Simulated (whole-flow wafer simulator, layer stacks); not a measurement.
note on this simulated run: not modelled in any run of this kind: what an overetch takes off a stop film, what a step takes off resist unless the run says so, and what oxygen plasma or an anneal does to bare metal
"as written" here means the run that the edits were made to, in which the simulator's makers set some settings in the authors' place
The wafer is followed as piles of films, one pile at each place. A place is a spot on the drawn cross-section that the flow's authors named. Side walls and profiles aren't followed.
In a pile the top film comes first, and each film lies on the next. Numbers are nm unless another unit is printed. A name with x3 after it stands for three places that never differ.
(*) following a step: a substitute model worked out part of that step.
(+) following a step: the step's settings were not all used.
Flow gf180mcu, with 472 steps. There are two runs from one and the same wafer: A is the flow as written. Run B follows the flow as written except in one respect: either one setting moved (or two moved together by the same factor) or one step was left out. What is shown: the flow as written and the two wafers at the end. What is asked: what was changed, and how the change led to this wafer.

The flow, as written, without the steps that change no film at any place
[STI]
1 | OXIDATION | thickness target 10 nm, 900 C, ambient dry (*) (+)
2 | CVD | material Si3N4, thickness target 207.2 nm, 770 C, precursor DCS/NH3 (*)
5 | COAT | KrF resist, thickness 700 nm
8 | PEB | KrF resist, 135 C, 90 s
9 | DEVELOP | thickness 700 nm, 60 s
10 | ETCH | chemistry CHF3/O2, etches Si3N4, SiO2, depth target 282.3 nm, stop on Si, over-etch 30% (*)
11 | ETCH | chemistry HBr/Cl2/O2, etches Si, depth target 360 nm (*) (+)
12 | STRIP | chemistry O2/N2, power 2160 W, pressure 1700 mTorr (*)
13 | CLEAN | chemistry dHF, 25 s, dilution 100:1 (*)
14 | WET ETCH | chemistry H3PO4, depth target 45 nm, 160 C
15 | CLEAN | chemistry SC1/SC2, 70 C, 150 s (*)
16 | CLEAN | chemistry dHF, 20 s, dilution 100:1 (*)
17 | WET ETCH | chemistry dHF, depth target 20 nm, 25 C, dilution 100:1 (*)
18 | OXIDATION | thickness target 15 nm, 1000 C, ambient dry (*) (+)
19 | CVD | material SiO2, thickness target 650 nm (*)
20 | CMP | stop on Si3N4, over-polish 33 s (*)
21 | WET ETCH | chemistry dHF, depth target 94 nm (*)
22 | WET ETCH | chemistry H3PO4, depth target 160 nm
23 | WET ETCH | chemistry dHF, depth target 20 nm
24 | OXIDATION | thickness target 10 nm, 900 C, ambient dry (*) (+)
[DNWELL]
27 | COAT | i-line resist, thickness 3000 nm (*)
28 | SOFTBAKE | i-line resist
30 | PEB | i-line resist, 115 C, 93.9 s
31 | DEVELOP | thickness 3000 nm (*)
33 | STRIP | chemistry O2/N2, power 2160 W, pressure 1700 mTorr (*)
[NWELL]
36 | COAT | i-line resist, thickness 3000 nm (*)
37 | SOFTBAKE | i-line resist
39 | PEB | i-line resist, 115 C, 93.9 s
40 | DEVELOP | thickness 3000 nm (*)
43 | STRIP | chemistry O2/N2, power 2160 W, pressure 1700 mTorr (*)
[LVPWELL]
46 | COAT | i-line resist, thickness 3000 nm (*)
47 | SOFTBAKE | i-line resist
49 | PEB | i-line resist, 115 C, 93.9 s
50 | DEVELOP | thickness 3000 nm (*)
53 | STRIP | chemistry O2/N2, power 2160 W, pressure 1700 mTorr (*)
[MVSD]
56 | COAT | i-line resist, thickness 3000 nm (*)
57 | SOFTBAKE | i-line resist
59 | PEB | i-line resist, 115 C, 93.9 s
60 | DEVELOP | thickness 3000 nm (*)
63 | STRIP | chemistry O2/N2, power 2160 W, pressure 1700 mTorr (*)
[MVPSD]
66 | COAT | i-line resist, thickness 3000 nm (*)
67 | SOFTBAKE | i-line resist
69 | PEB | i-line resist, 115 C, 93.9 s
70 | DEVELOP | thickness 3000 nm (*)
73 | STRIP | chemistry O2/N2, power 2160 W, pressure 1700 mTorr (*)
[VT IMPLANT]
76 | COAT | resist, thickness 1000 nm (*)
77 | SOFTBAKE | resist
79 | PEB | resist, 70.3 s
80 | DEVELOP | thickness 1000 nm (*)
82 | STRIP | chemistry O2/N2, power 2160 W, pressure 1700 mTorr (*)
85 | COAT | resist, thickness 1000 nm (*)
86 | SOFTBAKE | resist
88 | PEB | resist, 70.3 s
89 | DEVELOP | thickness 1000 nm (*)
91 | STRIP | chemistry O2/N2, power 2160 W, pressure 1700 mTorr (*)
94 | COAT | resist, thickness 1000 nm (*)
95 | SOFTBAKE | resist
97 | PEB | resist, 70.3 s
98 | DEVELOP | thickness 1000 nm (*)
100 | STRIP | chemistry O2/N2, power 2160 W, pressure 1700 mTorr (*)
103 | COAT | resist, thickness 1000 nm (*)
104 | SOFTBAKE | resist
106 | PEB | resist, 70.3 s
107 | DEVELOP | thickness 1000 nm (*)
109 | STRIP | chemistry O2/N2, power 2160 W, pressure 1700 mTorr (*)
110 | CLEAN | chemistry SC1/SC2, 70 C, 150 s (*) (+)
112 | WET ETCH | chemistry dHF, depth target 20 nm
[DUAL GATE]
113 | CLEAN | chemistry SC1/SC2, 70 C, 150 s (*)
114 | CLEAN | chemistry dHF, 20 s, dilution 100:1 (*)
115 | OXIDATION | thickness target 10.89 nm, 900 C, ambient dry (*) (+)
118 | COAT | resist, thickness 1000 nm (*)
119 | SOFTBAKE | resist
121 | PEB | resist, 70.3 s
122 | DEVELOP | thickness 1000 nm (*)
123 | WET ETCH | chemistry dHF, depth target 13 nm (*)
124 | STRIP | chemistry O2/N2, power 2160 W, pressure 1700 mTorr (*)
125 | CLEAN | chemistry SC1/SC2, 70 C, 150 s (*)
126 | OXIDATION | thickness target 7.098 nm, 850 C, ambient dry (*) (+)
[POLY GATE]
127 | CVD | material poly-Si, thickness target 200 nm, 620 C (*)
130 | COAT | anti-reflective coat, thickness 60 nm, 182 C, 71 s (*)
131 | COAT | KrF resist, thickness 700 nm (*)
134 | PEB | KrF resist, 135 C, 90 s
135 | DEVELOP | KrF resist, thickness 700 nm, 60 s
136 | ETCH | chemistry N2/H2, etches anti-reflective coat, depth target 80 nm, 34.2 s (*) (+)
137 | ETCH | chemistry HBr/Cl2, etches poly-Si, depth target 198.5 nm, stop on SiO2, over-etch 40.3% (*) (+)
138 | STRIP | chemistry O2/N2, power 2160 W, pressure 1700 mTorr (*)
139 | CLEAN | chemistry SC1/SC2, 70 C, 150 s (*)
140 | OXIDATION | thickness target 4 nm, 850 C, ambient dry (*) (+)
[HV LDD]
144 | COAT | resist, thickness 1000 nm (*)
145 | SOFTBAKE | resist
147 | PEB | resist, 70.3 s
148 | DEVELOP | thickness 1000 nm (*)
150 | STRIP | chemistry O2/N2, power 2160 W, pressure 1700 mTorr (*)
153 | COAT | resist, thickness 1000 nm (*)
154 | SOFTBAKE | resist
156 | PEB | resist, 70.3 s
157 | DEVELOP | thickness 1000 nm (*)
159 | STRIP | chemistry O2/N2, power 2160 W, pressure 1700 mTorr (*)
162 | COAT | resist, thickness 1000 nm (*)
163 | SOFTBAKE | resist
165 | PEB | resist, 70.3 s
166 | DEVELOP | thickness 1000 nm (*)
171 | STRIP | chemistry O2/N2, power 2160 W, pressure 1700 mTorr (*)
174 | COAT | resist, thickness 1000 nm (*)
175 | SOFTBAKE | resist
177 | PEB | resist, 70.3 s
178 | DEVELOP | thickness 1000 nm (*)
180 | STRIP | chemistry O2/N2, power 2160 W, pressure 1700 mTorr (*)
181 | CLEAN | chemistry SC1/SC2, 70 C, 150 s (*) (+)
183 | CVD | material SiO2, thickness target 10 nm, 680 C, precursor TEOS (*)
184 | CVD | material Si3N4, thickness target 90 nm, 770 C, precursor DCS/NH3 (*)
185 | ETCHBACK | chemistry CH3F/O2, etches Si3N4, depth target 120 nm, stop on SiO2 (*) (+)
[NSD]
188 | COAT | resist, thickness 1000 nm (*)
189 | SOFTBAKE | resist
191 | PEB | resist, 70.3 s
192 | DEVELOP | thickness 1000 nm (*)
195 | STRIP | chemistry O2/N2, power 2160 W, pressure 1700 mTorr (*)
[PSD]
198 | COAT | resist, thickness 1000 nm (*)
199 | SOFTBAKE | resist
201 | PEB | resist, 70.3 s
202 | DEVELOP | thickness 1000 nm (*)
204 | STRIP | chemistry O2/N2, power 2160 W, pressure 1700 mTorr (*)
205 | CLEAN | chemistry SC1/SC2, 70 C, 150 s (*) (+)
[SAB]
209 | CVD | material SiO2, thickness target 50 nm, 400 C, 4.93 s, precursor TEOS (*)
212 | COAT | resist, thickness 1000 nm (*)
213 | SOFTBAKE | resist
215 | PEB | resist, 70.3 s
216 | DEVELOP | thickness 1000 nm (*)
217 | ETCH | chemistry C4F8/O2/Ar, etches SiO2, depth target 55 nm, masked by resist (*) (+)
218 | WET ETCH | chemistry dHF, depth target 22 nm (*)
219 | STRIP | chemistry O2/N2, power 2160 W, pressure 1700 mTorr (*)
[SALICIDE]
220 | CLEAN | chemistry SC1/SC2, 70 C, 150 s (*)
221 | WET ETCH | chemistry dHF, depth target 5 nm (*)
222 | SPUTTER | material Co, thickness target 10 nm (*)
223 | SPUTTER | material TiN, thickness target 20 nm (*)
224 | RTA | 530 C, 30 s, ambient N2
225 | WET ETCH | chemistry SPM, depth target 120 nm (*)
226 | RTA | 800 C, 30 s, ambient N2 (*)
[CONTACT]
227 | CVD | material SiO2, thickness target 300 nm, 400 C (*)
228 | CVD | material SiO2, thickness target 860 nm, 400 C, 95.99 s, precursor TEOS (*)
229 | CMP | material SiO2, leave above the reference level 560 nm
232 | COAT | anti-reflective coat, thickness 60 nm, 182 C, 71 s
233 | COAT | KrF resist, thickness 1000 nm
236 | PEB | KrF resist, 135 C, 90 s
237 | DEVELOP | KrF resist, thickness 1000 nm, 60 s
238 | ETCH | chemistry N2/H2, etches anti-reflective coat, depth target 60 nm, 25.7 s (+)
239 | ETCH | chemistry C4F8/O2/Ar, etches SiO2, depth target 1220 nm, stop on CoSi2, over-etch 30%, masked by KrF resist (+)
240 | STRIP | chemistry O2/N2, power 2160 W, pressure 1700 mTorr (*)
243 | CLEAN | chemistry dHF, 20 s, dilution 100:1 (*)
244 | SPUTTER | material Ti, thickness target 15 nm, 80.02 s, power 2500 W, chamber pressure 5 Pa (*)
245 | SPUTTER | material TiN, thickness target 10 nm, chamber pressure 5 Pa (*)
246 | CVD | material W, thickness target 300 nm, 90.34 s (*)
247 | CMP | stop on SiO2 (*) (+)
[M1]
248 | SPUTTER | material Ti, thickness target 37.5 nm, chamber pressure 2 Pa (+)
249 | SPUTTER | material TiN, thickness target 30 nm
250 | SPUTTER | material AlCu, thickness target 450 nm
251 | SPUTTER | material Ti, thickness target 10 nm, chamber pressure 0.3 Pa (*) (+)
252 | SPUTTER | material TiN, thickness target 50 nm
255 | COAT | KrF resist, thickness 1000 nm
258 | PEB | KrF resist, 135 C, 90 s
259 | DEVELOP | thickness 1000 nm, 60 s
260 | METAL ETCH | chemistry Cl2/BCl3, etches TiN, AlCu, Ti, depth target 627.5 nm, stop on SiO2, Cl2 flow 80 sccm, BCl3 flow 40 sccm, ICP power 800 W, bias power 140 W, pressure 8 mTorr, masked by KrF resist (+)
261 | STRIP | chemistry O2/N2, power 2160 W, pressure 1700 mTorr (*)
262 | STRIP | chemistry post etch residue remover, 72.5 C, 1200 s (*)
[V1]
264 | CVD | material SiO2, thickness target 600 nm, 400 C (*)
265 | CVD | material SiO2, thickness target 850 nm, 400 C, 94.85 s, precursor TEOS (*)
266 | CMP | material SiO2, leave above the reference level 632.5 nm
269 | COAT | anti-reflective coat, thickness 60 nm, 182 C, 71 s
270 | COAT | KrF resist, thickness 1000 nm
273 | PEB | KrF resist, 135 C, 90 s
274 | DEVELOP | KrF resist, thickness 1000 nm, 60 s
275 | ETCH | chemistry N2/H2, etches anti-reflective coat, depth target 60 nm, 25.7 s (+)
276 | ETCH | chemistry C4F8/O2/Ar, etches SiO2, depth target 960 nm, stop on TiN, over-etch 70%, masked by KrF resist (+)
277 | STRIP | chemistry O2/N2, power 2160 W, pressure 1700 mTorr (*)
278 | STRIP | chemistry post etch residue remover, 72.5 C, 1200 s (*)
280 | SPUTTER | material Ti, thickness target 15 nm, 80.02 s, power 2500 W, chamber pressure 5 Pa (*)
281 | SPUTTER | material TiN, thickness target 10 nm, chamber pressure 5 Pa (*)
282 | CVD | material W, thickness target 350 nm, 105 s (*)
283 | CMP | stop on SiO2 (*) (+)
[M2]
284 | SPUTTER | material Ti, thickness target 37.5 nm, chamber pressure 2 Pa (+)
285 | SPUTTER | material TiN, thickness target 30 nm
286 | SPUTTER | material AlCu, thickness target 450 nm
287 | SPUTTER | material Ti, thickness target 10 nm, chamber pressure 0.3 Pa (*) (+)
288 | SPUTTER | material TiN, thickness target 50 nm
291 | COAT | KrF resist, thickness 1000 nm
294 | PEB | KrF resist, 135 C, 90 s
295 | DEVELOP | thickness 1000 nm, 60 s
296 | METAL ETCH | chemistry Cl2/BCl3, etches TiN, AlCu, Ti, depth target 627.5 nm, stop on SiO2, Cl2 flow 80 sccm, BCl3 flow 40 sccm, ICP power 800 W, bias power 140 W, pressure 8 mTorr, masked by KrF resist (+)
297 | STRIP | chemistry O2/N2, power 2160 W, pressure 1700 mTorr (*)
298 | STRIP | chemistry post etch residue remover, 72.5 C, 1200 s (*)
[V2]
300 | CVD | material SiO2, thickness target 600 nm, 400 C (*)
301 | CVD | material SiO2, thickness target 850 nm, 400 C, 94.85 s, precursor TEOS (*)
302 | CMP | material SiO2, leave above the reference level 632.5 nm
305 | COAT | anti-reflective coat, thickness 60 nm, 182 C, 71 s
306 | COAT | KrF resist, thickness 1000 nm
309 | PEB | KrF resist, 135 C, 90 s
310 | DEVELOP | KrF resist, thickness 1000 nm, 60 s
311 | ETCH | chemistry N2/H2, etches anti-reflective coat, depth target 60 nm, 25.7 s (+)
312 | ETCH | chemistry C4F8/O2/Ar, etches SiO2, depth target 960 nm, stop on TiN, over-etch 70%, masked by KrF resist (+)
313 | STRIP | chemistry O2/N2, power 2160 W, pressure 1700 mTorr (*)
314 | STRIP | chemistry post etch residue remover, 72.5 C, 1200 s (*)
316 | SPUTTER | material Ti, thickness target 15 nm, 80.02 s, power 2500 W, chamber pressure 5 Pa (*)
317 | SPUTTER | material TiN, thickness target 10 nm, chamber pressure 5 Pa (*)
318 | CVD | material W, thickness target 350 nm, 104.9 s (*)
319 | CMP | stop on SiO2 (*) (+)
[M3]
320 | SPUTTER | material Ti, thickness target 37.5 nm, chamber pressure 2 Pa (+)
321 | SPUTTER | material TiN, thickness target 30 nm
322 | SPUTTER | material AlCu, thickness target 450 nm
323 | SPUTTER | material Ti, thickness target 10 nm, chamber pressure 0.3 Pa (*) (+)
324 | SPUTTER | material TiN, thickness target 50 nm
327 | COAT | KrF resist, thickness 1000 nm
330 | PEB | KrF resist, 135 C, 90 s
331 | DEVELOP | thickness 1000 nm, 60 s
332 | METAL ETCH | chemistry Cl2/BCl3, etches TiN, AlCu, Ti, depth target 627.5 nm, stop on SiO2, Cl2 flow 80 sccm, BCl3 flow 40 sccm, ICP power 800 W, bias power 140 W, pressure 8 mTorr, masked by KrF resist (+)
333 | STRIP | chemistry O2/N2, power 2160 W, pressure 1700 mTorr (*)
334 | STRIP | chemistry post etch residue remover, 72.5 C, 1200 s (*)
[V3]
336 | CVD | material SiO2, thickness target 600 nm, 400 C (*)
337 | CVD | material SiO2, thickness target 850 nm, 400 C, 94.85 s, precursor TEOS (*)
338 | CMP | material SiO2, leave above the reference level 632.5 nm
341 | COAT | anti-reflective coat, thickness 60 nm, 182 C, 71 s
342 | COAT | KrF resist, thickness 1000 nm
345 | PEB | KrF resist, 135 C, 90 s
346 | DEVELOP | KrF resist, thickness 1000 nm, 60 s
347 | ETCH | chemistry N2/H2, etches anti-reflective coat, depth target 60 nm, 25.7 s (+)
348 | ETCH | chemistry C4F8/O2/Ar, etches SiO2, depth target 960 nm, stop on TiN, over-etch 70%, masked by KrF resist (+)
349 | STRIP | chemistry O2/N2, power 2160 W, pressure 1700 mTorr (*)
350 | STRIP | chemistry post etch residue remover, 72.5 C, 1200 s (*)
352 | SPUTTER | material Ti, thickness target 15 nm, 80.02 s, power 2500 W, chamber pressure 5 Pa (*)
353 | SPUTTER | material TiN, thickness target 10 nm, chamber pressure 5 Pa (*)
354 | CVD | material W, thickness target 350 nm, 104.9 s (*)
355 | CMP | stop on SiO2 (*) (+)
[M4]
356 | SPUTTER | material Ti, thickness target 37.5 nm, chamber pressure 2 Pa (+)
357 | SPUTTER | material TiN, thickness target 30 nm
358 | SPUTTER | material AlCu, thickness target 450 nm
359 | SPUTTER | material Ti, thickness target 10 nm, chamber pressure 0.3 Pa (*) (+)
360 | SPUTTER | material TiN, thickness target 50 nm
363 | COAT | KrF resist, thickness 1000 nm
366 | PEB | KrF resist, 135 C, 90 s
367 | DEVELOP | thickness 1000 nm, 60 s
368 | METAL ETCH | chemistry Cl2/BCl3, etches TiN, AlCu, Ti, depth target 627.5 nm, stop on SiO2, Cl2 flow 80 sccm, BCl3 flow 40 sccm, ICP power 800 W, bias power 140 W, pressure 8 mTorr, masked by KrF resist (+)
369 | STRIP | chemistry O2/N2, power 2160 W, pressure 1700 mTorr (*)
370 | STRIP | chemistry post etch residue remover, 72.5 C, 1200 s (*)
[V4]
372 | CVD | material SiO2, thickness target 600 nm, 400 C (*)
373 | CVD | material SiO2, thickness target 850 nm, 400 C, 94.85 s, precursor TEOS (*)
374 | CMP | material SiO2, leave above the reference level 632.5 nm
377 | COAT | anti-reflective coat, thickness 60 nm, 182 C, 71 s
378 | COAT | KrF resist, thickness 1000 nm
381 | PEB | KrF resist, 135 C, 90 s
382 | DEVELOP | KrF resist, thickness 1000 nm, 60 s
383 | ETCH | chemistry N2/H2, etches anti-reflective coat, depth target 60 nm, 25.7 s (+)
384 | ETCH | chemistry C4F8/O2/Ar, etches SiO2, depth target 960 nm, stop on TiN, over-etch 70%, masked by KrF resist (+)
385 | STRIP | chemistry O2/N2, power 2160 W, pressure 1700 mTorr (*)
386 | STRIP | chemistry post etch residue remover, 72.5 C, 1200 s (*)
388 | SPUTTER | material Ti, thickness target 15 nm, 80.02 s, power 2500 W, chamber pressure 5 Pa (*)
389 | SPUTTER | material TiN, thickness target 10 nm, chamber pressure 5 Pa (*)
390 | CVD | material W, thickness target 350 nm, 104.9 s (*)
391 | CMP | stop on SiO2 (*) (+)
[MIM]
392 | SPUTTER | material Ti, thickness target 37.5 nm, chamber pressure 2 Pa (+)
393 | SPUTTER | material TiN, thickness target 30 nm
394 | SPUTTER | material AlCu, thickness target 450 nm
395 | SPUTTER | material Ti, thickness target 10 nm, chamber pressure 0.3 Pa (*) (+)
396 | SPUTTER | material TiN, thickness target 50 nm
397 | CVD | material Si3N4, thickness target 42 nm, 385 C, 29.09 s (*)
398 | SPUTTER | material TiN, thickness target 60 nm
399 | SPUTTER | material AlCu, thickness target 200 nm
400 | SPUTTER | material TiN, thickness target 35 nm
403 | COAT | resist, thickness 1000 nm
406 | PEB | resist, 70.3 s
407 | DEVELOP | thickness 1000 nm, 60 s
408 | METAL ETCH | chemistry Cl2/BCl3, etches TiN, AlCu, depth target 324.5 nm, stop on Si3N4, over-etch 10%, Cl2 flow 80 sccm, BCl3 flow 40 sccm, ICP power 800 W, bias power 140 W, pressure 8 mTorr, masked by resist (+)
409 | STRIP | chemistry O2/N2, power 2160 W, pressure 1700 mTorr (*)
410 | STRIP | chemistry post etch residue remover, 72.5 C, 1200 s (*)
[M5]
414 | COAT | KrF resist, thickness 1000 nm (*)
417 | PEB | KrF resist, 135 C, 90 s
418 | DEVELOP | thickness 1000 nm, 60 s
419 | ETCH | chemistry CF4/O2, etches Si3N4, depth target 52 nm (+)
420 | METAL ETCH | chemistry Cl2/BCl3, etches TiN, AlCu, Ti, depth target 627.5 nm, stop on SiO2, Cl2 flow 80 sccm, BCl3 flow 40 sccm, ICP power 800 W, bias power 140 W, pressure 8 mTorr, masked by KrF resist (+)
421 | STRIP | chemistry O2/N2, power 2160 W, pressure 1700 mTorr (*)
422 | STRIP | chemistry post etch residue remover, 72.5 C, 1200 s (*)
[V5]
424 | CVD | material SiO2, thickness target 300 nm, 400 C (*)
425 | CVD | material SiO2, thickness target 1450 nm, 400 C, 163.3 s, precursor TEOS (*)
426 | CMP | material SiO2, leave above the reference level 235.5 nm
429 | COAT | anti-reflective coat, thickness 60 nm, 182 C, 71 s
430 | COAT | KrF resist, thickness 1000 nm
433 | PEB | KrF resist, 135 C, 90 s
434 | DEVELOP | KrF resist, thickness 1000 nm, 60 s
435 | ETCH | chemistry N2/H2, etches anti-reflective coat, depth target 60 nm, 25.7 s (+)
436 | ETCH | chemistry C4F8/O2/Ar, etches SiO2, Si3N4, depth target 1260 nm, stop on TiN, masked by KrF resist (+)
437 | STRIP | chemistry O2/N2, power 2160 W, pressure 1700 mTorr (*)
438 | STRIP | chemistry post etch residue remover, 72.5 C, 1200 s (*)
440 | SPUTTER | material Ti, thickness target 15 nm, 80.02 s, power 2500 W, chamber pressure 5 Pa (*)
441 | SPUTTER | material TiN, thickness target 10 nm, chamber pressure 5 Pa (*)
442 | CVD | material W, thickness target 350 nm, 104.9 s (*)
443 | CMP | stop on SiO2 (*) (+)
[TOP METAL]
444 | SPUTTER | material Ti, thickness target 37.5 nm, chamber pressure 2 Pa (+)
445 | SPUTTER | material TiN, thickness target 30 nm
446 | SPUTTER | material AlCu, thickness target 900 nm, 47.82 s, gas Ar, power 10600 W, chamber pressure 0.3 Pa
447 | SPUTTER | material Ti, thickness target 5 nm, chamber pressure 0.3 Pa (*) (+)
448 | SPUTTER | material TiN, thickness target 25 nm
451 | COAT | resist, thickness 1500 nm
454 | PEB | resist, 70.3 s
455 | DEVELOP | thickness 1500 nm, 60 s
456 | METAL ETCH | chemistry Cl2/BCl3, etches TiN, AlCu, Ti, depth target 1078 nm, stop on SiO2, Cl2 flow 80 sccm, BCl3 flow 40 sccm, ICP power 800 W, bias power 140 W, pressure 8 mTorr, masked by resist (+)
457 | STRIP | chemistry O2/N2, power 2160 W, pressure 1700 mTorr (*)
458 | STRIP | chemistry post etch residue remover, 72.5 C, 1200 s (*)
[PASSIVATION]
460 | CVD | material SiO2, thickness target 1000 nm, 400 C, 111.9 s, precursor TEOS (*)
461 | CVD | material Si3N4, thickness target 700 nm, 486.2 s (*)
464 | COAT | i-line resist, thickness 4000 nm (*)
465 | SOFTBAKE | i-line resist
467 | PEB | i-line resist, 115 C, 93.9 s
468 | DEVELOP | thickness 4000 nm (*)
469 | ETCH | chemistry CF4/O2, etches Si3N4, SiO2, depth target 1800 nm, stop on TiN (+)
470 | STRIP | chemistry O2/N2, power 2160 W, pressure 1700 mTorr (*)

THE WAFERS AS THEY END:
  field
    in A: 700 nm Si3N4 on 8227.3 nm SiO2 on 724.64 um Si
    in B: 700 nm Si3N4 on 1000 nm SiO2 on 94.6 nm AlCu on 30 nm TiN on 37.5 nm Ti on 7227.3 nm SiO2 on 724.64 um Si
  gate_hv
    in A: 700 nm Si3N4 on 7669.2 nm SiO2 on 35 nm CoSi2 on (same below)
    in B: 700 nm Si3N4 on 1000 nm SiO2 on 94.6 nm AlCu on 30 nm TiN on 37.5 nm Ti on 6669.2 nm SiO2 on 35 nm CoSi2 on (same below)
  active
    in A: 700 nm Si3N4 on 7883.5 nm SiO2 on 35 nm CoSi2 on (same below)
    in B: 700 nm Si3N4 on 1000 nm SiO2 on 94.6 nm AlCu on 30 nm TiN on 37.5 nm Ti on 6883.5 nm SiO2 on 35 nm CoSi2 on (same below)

Cause: step 456, METAL ETCH: depth target 829.7 nm was run, though the flow has depth target 1078 nm.

Step by step, how the change led to this:
  456 | METAL ETCH | chemistry Cl2/BCl3, etches TiN, AlCu, Ti, depth target 1078 nm, stop on SiO2, Cl2 flow 80 sccm, BCl3 flow 40 sccm, ICP power 800 W, bias power 140 W, pressure 8 mTorr, masked by resist (+)
      field, field__w1, field__w2 and 103 more: A TiN loses 25 (all of it), Ti loses 5 (all of it), AlCu loses 900 (all of it), TiN loses 30 (all of it), Ti loses 37.5 (all of it) | B TiN loses 25 (all of it), Ti loses 5 (all of it), AlCu loses 799.7
      field__w8, contact, m1, m1__w1, pad, m1_nw: A resist loses 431 | B resist loses 331.9
  457 | STRIP | chemistry O2/N2, power 2160 W, pressure 1700 mTorr (*)
      field__w8, contact, m1, m1__w1, pad, m1_nw: A resist loses 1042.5 (all of it) | B resist loses 1141.6 (all of it)
  458 | STRIP | chemistry post etch residue remover, 72.5 C, 1200 s (*)
      field, field__w1, field__w2 and 103 more: A nothing | B AlCu loses 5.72
  460 | CVD | material SiO2, thickness target 1000 nm, 400 C, 111.9 s, precursor TEOS (*)
      field, field__w1, field__w2 and 103 more: A SiO2 gains 1000 | B SiO2 gains 1000 (new film)
  464 | COAT | i-line resist, thickness 4000 nm (*)
      field__w8: A i-line resist gains 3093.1 (new film) | B i-line resist gains 3236.6 (new film)
      contact: A i-line resist gains 3153.6 (new film) | B i-line resist gains 3282 (new film)
      (and at 4 other places as well)
  465 | SOFTBAKE | i-line resist
      field__w11, field__w13: A i-line resist gains 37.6 | B i-line resist gains 29.2
      ld_acc_p, ld_fp_p: A i-line resist gains 33.8 | B i-line resist gains 26.2
      (and at 65 other places as well)
  467 | PEB | i-line resist, 115 C, 93.9 s
      field__w8, m1__w1: A i-line resist loses 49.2 | B i-line resist loses 52.1
      contact, m1: A i-line resist loses 49.6 | B i-line resist loses 52.4
      (and at 2 other places as well)
  468 | DEVELOP | thickness 4000 nm (*)
      pad: A i-line resist loses 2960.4 (all of it) | B i-line resist loses 3118.3 (all of it)
  470 | STRIP | chemistry O2/N2, power 2160 W, pressure 1700 mTorr (*)
      field__w8, m1__w1: A i-line resist loses 1775.9 (all of it) | B i-line resist loses 1931.3 (all of it)
      contact: A i-line resist loses 1798.3 (all of it) | B i-line resist loses 1948.2 (all of it)
      (and at 2 other places as well)
If metal films that touch count as one body, field has 1 body; the flow as written gives 0 bodies.
If metal films that touch count as one body, gate_hv has 2 bodies (between them, from the top down: SiO2 6669.2); the flow as written gives 1 body.
If metal films that touch count as one body, active has 2 bodies (between them, from the top down: SiO2 6883.5); the flow as written gives 1 body.
